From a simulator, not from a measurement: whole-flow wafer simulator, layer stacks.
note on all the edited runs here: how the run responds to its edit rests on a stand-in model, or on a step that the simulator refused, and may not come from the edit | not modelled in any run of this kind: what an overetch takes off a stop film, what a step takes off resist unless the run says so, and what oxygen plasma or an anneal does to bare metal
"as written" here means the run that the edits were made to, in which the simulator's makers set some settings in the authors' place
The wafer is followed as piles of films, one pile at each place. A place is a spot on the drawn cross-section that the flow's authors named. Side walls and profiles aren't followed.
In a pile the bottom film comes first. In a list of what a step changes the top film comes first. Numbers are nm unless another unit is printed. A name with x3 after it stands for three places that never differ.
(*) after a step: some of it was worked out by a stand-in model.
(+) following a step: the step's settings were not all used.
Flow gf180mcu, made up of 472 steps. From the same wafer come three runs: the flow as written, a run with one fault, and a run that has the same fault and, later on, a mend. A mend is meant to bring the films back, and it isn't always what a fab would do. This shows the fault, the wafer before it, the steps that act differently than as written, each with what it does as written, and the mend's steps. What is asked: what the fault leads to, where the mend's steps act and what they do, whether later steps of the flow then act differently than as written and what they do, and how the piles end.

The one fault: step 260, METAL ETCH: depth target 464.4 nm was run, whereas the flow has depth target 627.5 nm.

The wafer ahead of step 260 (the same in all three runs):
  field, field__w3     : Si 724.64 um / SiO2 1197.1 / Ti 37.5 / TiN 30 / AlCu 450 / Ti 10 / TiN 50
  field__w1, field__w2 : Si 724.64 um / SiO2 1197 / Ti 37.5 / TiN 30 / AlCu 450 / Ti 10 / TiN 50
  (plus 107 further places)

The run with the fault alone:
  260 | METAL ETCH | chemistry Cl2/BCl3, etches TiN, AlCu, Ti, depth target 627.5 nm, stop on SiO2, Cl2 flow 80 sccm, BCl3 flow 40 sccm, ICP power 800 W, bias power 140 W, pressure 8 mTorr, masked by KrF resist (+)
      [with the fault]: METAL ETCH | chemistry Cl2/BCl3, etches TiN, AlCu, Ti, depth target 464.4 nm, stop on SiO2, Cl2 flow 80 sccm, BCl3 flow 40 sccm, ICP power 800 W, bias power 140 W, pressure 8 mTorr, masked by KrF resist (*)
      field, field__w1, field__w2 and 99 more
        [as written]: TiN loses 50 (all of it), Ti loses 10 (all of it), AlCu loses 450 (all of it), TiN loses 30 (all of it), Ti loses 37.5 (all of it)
        [with the fault]: TiN loses 50 (all of it), Ti loses 10 (all of it), AlCu loses 404.4
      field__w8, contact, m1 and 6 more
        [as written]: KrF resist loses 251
        [with the fault]: KrF resist loses 185.8
  Later steps of the flow acting differently than as written:
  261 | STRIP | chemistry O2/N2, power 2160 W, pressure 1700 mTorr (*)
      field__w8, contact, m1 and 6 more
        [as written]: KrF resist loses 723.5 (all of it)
        [with the fault]: KrF resist loses 788.8 (all of it)
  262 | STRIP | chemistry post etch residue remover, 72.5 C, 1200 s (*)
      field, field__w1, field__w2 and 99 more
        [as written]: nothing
        [with the fault]: AlCu loses 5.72
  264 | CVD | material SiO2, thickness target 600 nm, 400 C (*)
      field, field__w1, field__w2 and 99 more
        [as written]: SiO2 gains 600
        [with the fault]: SiO2 gains 600 (new film)
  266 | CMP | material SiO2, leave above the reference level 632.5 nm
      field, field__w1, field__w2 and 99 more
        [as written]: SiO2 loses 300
        [with the fault]: SiO2 loses 407.4
  At field, field__w1, field__w2 and 100 more, the piles at the end differ from the flow's by more than 2% or 0.5 nm, whichever is larger.
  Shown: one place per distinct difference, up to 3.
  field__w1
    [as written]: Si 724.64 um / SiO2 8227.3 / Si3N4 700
    [with the fault]: Si 724.64 um / SiO2 1197 / Ti 37.5 / TiN 30 / AlCu 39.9 / SiO2 6922.9 / Si3N4 700
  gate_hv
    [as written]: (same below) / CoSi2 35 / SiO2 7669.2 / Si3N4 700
    [with the fault]: (same below) / CoSi2 35 / SiO2 638.9 / Ti 37.5 / TiN 30 / AlCu 39.9 / SiO2 6922.9 / Si3N4 700
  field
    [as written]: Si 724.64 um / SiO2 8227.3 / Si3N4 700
    [with the fault]: Si 724.64 um / SiO2 1197.1 / Ti 37.5 / TiN 30 / AlCu 39.9 / SiO2 6922.9 / Si3N4 700

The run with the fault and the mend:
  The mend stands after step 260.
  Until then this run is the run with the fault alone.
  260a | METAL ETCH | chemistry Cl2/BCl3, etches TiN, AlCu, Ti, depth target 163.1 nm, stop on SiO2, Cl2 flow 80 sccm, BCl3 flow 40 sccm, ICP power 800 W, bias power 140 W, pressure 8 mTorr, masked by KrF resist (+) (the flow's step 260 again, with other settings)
      field, field__w1, field__w2 and 99 more
        AlCu loses 45.6 (all of it), TiN loses 30 (all of it), Ti loses 37.5 (all of it)
      field__w8, contact, m1 and 6 more
        KrF resist loses 65.2
  Every later step of the flow that is run acts as written at every place that is followed.
  At every place that both follow, the piles at the end match the flow's.
